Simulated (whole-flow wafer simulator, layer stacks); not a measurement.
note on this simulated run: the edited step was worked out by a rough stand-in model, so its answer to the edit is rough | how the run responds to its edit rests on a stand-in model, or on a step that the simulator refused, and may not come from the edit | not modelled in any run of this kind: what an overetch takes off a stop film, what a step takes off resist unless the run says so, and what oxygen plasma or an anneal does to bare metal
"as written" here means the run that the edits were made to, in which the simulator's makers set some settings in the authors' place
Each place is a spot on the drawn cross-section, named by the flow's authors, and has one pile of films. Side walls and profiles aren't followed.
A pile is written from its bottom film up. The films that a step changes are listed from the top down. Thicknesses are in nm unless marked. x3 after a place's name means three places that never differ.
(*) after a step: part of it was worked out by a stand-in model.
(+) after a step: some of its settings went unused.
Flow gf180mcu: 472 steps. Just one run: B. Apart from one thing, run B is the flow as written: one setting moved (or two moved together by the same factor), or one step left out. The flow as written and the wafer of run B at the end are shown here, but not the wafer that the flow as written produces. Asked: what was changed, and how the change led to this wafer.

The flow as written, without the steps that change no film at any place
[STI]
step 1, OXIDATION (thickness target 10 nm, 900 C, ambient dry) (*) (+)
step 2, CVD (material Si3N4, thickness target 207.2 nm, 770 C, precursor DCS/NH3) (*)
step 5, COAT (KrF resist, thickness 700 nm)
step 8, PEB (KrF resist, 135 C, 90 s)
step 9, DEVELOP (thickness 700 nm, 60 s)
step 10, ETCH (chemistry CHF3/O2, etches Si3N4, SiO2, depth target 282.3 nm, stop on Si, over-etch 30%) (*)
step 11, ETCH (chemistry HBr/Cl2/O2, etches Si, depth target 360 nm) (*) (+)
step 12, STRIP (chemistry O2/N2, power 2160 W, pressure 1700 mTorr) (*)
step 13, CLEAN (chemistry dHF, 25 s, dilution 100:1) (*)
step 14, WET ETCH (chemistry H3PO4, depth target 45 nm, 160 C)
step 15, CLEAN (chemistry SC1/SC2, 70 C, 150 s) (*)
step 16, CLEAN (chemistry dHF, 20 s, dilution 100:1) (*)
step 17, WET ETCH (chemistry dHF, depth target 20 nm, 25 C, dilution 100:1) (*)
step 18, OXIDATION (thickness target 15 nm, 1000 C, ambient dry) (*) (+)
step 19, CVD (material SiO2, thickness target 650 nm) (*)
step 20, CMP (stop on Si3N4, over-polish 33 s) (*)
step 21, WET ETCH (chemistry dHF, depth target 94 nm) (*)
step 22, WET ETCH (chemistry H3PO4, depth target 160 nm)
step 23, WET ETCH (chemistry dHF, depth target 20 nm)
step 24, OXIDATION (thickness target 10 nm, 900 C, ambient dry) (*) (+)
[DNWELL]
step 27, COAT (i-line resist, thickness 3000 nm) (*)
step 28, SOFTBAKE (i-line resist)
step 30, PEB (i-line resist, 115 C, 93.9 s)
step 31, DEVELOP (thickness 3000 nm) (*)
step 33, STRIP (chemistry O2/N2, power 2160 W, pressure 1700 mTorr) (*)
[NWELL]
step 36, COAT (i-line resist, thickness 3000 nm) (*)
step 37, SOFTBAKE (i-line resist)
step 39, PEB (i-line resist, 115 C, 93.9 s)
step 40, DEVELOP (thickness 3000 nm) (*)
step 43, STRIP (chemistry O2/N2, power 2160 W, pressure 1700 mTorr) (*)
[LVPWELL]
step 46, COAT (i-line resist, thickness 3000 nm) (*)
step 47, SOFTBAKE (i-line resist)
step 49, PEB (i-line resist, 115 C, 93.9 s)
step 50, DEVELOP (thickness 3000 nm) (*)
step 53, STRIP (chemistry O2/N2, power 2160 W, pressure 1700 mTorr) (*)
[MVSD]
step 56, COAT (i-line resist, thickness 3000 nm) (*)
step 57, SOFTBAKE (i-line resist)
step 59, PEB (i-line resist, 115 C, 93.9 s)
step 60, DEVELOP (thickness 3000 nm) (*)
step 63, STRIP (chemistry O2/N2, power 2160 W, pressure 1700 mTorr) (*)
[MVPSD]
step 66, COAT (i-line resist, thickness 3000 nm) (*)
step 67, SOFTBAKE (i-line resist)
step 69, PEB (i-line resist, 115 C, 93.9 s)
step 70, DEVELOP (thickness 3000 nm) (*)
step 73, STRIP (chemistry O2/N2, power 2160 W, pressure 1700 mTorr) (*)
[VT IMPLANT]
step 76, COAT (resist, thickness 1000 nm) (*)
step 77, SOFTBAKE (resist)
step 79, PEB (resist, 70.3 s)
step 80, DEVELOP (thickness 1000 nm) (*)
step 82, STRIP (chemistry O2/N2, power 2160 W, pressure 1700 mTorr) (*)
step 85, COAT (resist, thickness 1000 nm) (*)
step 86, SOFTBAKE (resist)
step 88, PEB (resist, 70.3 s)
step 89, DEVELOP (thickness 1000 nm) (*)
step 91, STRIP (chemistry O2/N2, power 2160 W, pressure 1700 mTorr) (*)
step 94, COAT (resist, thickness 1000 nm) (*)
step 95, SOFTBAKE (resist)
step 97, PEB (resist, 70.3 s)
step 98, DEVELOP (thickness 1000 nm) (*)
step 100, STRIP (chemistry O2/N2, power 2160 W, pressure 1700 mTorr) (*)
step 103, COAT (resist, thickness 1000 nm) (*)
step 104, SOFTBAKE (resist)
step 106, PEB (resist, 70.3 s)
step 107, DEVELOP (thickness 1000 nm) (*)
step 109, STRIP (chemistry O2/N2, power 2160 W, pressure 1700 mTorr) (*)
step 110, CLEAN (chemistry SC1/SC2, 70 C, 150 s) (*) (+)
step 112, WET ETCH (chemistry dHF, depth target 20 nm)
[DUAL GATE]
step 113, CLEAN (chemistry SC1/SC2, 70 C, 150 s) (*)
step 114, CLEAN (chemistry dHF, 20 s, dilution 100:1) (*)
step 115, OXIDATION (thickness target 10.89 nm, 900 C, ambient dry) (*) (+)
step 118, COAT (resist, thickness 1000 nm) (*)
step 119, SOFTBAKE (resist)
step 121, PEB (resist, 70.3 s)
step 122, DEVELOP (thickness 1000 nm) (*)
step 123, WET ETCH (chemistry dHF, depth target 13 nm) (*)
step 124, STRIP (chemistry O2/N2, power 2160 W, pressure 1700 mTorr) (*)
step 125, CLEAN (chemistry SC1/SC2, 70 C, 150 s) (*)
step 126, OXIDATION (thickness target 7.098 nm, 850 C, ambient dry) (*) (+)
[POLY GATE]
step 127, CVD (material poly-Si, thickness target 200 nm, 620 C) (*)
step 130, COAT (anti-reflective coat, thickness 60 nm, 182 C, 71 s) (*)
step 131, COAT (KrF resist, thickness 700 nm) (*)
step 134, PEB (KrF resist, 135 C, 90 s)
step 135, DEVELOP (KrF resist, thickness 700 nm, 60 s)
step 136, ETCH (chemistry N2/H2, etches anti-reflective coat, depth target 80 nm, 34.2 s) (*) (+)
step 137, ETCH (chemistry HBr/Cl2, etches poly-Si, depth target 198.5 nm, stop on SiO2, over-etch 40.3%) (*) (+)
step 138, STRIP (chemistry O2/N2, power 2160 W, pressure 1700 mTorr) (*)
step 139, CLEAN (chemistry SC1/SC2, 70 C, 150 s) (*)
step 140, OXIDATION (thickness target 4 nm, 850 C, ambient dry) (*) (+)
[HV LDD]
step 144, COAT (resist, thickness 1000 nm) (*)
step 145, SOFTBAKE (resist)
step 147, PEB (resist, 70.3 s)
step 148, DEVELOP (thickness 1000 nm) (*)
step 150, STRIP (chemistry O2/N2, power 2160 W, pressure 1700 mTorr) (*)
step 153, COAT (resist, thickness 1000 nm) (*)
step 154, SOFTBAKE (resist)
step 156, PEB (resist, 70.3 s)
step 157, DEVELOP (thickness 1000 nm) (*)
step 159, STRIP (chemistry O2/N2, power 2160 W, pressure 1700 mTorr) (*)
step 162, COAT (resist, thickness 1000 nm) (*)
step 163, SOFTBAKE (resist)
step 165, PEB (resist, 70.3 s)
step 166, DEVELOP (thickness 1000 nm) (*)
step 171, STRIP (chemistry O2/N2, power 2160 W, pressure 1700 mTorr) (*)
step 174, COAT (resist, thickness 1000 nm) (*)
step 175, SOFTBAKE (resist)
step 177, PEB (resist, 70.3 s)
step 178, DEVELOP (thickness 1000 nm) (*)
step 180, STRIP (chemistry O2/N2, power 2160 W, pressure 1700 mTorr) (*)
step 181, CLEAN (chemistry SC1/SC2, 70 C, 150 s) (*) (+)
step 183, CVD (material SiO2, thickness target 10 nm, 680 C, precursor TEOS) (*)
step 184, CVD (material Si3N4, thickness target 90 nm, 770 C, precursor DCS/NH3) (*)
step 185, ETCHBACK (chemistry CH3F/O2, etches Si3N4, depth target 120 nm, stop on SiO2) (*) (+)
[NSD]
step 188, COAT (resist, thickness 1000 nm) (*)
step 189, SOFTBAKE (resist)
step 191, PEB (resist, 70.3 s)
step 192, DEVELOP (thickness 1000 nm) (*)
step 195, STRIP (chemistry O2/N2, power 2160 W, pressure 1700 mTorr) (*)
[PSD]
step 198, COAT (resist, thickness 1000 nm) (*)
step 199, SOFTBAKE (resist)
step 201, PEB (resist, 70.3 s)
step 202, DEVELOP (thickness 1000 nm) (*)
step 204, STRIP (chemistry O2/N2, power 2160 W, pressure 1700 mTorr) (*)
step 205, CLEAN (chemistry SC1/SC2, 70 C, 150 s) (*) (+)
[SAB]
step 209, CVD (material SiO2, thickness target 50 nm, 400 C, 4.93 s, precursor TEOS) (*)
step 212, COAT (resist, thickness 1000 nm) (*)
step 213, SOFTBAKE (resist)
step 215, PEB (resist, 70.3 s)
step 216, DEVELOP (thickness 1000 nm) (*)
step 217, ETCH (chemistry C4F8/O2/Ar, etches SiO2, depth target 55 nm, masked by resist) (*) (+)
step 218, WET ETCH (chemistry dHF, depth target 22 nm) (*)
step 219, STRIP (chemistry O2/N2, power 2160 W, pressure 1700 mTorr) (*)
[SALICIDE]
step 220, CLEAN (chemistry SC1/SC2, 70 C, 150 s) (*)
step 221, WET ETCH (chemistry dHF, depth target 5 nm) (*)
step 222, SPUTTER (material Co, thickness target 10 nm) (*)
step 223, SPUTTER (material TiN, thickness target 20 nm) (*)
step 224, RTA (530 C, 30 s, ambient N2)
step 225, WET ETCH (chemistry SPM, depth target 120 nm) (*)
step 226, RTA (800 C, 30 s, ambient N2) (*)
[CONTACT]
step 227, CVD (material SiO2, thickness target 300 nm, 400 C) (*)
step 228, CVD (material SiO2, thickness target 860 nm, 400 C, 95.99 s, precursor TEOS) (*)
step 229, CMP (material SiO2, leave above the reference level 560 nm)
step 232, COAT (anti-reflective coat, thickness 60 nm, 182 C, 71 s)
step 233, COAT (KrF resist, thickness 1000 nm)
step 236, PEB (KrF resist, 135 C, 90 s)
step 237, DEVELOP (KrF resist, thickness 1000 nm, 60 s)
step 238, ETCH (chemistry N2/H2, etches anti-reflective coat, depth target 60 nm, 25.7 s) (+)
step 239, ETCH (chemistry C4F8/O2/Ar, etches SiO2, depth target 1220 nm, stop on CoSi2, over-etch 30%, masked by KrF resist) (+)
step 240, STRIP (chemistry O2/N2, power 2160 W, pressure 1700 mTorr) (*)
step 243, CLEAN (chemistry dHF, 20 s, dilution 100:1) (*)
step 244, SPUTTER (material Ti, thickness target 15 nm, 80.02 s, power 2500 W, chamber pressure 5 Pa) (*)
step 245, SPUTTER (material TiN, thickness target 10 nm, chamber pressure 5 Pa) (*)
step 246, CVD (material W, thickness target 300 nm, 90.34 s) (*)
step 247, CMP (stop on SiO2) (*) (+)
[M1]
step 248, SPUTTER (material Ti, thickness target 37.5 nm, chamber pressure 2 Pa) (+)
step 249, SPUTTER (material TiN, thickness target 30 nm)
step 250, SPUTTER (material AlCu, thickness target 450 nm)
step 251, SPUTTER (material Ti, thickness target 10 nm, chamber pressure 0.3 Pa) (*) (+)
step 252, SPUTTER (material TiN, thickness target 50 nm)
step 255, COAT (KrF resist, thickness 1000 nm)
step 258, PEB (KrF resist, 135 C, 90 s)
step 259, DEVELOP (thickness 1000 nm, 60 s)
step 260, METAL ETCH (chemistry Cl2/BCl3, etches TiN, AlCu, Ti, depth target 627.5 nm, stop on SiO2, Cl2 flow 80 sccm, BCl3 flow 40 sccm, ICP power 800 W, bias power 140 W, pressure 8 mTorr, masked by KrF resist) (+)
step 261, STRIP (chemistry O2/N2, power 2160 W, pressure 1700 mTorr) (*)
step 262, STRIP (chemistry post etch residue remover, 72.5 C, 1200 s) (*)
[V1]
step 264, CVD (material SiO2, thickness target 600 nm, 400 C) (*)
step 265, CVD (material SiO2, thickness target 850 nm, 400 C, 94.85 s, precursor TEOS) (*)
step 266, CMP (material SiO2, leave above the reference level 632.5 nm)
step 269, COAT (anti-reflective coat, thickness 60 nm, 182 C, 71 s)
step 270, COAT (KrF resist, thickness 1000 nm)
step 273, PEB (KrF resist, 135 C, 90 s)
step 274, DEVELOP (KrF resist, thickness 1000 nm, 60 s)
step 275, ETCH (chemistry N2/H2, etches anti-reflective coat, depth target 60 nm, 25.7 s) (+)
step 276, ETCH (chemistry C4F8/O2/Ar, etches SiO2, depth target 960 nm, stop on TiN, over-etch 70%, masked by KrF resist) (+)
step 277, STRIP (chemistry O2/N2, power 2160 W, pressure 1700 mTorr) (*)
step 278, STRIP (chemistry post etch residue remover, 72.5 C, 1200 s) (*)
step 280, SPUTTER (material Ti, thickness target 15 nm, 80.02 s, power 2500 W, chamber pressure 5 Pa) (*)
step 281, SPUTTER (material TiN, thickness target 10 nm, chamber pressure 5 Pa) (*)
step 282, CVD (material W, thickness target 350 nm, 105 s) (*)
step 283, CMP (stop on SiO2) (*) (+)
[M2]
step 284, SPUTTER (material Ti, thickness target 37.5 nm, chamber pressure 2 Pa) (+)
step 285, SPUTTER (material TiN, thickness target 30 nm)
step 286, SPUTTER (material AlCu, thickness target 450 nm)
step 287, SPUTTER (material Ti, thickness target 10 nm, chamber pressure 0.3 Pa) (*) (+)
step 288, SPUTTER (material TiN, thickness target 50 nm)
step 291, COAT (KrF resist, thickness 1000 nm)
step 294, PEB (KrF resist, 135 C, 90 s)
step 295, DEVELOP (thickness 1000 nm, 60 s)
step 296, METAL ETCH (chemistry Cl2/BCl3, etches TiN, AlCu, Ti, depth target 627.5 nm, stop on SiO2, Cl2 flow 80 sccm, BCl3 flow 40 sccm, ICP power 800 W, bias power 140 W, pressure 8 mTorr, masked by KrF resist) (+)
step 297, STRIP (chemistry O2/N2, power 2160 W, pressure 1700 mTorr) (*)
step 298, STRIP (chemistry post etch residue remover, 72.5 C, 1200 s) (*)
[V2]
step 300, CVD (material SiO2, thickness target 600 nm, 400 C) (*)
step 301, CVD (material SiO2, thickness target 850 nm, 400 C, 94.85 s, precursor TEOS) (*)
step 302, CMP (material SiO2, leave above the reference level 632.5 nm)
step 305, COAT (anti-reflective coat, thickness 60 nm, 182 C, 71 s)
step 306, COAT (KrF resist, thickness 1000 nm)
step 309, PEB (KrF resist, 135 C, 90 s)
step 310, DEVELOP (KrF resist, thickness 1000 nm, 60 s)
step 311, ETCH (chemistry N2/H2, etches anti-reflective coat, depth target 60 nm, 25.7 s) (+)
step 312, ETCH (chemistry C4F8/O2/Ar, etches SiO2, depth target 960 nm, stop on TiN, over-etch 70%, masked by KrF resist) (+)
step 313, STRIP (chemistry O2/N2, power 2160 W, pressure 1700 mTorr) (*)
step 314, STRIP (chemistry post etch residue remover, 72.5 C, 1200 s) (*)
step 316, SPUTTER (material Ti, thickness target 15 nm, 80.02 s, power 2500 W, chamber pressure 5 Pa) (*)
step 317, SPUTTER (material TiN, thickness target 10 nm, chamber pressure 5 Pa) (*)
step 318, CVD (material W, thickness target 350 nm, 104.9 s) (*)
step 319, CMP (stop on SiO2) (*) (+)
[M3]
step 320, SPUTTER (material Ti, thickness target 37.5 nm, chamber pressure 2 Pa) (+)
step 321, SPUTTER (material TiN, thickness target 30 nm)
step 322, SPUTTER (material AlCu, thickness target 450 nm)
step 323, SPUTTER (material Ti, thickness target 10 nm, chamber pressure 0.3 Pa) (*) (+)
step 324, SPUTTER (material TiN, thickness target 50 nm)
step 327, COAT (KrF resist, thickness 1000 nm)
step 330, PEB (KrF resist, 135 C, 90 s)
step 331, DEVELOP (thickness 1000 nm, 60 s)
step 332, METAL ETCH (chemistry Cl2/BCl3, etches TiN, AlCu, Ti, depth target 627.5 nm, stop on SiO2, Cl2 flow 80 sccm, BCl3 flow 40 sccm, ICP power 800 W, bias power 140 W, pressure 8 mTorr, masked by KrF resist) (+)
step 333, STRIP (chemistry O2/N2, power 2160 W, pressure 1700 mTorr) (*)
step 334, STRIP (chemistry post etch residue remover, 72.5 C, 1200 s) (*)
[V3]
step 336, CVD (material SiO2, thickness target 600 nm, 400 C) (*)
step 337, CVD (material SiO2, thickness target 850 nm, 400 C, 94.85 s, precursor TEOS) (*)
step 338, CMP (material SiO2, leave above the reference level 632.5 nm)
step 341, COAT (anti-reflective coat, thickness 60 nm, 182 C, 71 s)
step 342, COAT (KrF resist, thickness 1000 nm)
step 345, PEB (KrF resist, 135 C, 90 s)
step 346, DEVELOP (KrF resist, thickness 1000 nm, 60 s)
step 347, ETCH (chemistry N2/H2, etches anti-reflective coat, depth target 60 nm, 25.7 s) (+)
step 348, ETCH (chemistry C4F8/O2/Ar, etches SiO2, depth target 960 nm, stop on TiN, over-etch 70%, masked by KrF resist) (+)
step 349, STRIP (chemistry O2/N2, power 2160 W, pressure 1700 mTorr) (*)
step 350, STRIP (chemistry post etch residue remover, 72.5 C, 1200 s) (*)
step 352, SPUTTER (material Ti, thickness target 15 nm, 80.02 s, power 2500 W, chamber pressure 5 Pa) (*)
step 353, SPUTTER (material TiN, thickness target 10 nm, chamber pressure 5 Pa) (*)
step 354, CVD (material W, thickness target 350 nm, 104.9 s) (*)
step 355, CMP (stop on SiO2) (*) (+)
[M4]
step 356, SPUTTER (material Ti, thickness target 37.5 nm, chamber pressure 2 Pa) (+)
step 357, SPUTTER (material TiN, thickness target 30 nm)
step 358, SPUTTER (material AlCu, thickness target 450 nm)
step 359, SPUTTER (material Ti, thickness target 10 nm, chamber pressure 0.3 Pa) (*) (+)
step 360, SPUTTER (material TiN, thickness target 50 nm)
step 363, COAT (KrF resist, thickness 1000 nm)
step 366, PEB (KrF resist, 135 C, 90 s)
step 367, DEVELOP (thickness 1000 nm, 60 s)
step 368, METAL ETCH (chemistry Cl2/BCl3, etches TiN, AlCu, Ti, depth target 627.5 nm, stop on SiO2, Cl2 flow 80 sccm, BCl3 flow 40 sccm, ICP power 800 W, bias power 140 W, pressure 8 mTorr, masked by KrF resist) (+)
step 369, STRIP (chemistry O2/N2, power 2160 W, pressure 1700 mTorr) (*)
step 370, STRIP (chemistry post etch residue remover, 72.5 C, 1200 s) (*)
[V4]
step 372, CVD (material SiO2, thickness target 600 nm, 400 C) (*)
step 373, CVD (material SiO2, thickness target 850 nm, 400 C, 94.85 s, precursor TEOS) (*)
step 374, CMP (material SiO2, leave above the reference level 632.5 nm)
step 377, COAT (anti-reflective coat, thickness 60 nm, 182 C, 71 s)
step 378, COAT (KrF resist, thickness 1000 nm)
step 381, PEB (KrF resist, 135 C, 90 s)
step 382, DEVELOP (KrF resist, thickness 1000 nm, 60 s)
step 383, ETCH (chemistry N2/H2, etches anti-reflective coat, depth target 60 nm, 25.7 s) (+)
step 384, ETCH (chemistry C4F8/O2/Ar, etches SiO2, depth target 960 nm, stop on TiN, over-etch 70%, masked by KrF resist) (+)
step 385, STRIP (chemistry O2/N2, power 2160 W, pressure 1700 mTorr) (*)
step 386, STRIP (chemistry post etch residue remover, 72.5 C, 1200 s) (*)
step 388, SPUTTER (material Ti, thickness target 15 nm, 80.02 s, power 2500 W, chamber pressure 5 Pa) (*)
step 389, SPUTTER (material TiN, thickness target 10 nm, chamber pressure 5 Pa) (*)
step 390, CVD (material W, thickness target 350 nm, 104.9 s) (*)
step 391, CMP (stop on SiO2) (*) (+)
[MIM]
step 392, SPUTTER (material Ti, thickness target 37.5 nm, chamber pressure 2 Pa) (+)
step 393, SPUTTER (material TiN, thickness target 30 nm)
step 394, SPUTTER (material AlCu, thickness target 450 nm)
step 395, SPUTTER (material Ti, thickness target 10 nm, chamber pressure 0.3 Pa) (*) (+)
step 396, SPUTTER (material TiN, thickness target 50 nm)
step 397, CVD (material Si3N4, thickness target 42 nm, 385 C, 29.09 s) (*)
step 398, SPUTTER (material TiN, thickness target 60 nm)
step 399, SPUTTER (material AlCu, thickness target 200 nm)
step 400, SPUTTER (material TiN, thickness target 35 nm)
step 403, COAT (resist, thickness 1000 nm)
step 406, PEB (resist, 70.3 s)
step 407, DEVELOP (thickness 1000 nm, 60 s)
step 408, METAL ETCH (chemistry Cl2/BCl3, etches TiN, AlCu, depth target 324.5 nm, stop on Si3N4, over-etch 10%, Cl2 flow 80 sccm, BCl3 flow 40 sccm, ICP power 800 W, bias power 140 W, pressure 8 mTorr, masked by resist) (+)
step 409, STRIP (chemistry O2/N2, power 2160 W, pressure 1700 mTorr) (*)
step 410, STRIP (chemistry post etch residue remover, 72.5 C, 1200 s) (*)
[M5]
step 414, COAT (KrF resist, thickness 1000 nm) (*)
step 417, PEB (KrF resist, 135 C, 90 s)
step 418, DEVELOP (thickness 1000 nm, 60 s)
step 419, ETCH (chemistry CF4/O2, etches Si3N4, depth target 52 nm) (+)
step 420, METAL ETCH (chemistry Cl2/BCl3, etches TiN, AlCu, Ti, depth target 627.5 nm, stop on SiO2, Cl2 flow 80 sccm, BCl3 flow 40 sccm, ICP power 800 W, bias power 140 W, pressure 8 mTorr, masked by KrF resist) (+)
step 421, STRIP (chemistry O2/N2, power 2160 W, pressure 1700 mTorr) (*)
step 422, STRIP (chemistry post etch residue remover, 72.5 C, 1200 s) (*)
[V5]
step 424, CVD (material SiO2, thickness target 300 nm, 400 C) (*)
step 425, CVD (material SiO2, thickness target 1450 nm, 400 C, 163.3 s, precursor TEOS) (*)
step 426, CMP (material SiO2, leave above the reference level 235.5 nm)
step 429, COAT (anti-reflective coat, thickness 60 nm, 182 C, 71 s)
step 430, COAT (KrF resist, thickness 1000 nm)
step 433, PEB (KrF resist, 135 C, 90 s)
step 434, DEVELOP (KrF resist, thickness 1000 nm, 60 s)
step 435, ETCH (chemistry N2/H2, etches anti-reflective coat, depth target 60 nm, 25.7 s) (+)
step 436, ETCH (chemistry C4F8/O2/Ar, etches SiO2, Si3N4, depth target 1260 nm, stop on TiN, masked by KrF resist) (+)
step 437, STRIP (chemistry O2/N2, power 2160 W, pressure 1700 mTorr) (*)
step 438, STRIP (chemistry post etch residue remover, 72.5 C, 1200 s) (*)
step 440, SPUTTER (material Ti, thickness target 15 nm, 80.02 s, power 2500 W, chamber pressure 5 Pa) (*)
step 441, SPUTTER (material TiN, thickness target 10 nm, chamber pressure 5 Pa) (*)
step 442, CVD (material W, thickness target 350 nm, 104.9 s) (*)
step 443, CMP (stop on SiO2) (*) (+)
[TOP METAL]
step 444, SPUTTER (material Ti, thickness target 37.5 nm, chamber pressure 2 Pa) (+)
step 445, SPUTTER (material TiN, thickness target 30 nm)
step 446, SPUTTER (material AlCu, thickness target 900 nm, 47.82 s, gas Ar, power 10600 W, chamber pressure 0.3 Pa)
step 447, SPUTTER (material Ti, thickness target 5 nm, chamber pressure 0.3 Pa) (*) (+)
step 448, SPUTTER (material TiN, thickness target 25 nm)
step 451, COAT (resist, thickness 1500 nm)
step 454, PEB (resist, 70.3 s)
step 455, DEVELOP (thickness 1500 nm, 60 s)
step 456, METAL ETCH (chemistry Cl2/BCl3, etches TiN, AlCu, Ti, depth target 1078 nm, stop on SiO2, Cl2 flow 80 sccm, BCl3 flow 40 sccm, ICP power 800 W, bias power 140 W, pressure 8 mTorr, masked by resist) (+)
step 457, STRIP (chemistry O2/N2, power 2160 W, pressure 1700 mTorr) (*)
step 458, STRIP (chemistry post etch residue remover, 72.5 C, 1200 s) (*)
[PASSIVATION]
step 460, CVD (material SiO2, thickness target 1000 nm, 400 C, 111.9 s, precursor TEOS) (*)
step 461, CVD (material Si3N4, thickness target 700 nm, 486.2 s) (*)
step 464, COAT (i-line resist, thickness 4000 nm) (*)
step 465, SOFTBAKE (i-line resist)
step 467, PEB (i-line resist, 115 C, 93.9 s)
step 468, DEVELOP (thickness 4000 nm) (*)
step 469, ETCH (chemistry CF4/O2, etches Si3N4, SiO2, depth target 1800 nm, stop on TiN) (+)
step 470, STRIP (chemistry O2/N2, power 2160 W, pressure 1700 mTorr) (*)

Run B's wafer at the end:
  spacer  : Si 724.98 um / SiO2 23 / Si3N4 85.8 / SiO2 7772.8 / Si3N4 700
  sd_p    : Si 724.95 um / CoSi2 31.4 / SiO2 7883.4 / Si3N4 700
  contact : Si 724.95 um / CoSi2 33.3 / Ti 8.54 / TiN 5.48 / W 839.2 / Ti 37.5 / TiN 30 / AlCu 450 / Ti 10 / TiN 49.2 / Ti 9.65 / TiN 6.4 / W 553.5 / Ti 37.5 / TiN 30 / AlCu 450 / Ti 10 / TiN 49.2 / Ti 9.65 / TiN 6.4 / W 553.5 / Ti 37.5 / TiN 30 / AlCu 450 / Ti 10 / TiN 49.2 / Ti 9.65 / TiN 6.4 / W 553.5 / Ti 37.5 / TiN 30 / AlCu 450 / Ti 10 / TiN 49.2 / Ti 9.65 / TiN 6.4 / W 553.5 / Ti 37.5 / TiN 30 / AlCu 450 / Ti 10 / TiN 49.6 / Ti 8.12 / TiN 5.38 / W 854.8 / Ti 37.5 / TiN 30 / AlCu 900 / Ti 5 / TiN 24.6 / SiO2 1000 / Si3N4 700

The reason: step 183, CVD: thickness target 15.8 nm was run, whereas the flow has thickness target 10 nm.

The path from the change to this, step by step:
  step 183, CVD (material SiO2, thickness target 10 nm, 680 C, precursor TEOS) (*)
      field, field__w1, field__w2 and 99 more: SiO2 gains 15.8 (in the flow as written it would be: SiO2 gains 10)
      ld_drift_p: SiO2 gains 15.6 (in the flow as written it would be: SiO2 gains 9.87)
      (and at 1 other place as well)
  step 189, SOFTBAKE (resist)
      field__w9: resist loses 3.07 (in the flow as written it would be: resist gains 6.92)
      field_sub__w1: resist gains 9.79 (in the flow as written it would be: resist gains 7.47)
  step 199, SOFTBAKE (resist)
      field__w9: resist loses 3.07 (in the flow as written it would be: resist gains 6.92)
      field_sub__w1: resist gains 9.79 (in the flow as written it would be: resist gains 7.47)
  step 218, WET ETCH (chemistry dHF, depth target 22 nm) (*)
      gate, gate_hv, gate_p and 23 more: SiO2 loses 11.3 (all of it) (in the flow as written it would be: SiO2 loses 5.48 (all of it))
      field, field__w10, sti and 14 more: SiO2 loses 25.4 (in the flow as written it would be: SiO2 loses 24.5)
      (and at 56 other places as well)
  step 229, CMP (material SiO2, leave above the reference level 560 nm)
      field_sub, field_sub__w2: SiO2 loses 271 (in the flow as written it would be: SiO2 loses 265.5)
      field__w2: SiO2 loses 256.1 (in the flow as written it would be: SiO2 loses 250)
      (and at 5 other places as well)
